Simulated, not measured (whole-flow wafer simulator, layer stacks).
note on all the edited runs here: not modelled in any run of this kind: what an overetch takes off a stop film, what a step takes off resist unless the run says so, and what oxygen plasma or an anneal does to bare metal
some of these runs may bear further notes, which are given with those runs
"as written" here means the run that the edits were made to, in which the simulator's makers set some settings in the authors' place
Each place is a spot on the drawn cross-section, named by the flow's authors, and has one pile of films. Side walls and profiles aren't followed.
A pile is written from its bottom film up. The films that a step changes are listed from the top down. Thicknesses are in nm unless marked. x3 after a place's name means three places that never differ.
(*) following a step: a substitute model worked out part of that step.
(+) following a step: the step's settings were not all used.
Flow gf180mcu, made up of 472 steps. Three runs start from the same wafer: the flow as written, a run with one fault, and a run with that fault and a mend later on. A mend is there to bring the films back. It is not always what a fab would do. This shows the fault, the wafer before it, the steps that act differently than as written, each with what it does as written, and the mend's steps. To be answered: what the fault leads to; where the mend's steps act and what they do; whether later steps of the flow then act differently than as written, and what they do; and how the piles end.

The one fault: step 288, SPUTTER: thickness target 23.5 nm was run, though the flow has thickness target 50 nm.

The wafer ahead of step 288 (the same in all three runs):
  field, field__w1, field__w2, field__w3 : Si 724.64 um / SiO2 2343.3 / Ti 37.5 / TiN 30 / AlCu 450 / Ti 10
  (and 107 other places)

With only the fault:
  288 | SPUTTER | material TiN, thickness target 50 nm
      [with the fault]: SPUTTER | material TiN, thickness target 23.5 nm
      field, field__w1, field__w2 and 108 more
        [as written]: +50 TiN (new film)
        [with the fault]: +23.5 TiN (new film)
  Steps further on in the flow that do not act as written (2 more steps, not shown, differ only slightly: by at most 2% or 0.5 nm, whichever is larger):
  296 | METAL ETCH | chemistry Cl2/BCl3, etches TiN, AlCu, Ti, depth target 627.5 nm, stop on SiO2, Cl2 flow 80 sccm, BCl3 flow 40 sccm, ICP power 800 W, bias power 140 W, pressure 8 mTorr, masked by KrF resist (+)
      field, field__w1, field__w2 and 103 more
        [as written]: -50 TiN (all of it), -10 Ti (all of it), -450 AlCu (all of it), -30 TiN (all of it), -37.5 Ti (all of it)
        [with the fault]: -23.5 TiN (all of it), -10 Ti (all of it), -450 AlCu (all of it), -30 TiN (all of it), -37.5 Ti (all of it)
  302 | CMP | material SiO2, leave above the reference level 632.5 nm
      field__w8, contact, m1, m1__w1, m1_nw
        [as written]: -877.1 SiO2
        [with the fault]: -850.6 SiO2
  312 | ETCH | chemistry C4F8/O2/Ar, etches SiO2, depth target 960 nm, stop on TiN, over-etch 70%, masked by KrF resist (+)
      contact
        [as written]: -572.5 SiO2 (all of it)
        [with the fault]: -599 SiO2 (all of it)
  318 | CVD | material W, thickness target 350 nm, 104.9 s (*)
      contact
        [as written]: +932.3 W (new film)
        [with the fault]: +959 W (new film)
  The piles end different from the flow's at field__w8, contact, m1, m1__w1, m1_nw by more than 2% or 0.5 nm, whichever is larger.
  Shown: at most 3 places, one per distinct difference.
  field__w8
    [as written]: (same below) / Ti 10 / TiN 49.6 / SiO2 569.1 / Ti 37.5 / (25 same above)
    [with the fault]: (same below) / Ti 10 / TiN 23.1 / SiO2 595.6 / Ti 37.5 / (25 same above)
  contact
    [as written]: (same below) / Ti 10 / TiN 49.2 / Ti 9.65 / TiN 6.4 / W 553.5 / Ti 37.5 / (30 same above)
    [with the fault]: (same below) / Ti 10 / TiN 22.7 / Ti 9.5 / TiN 6.3 / W 580.2 / Ti 37.5 / (30 same above)

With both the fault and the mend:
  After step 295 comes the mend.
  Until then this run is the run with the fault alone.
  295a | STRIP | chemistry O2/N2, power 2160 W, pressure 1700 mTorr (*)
      field__w8, contact, m1, m1__w1, m1_nw
        -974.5 KrF resist (all of it)
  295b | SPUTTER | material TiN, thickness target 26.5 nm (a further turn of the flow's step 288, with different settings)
      field, field__w1, field__w2 and 108 more
        +26.5 TiN
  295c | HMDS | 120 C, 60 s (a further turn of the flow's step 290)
      leaves every film unchanged at each place that is followed
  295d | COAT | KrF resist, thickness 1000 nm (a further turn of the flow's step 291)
      field, field__w1, field__w2 and 108 more
        +1000 KrF resist (new film)
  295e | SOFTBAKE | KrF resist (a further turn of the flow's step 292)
      leaves every film unchanged at each place that is followed
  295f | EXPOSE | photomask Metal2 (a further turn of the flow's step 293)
      leaves every film unchanged at each place that is followed
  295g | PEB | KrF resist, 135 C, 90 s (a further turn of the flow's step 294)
      field, field__w1, field__w2 and 108 more
        -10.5 KrF resist
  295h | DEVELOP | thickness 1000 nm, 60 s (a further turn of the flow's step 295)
      field, field__w1, field__w2 and 103 more
        -989.5 KrF resist (all of it)
      field__w8, contact, m1, m1__w1, m1_nw
        -14.9 KrF resist
  None of the later steps of the flow acts differently than as written at any place that is followed.
  At every place that both follow, the piles at the end match the flow's.
